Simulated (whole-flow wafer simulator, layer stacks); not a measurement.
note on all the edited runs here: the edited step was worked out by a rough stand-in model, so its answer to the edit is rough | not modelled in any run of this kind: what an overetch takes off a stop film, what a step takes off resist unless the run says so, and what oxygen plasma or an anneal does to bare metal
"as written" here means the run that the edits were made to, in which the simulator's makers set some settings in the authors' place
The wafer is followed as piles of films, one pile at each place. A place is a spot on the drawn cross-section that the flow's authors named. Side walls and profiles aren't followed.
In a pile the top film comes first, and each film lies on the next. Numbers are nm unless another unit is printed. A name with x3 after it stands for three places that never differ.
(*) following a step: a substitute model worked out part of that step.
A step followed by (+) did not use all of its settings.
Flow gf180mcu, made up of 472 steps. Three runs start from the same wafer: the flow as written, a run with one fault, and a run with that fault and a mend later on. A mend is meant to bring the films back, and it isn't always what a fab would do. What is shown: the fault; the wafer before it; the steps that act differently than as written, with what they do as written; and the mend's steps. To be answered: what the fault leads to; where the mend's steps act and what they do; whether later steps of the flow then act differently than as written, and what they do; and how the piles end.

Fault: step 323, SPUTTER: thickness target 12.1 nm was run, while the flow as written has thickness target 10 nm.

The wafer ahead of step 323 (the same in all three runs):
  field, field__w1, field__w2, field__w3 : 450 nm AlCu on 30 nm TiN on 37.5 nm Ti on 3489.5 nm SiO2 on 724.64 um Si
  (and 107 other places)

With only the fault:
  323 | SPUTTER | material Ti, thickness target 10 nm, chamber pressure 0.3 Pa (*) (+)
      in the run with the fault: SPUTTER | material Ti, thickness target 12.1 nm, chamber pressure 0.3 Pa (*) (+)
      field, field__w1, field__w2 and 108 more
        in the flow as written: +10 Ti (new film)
        in the run with the fault: +12.1 Ti (new film)
  Steps later in the flow that act otherwise than as written (not shown: 5 more steps that differ only slightly, by at most 2% or 0.5 nm, whichever is larger):
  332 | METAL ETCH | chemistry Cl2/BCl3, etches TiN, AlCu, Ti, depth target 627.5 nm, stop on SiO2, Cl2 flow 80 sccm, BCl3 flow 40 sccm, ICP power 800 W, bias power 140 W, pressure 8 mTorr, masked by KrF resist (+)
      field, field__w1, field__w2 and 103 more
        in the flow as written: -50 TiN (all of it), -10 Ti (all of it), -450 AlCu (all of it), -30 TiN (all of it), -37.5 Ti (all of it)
        in the run with the fault: -50 TiN (all of it), -12.1 Ti (all of it), -450 AlCu (all of it), -30 TiN (all of it), -37.5 Ti (all of it)
  At field__w8, contact, m1, m1__w1, m1_nw, the piles at the end differ from the flow's by more than 2% or 0.5 nm, whichever is larger.
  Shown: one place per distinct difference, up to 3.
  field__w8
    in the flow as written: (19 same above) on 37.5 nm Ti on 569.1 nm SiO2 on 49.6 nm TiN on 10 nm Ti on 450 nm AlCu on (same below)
    in the run with the fault: (19 same above) on 37.5 nm Ti on 567 nm SiO2 on 49.6 nm TiN on 12.1 nm Ti on 450 nm AlCu on (same below)
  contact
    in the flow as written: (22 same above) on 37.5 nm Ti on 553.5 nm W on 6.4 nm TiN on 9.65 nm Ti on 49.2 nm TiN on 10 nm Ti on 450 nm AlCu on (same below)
    in the run with the fault: (22 same above) on 37.5 nm Ti on 551.4 nm W on 6.41 nm TiN on 9.66 nm Ti on 49.2 nm TiN on 12.1 nm Ti on 450 nm AlCu on (same below)

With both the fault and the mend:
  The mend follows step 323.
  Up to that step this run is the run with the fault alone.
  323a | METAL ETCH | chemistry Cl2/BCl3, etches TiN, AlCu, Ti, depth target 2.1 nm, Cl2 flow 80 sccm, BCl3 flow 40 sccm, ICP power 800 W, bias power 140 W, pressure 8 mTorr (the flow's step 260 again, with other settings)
      field, field__w1, field__w2 and 108 more
        -2.1 Ti
  Every later step of the flow that is run acts as written at every place that is followed.
  At every place that both follow, the piles at the end match the flow's.
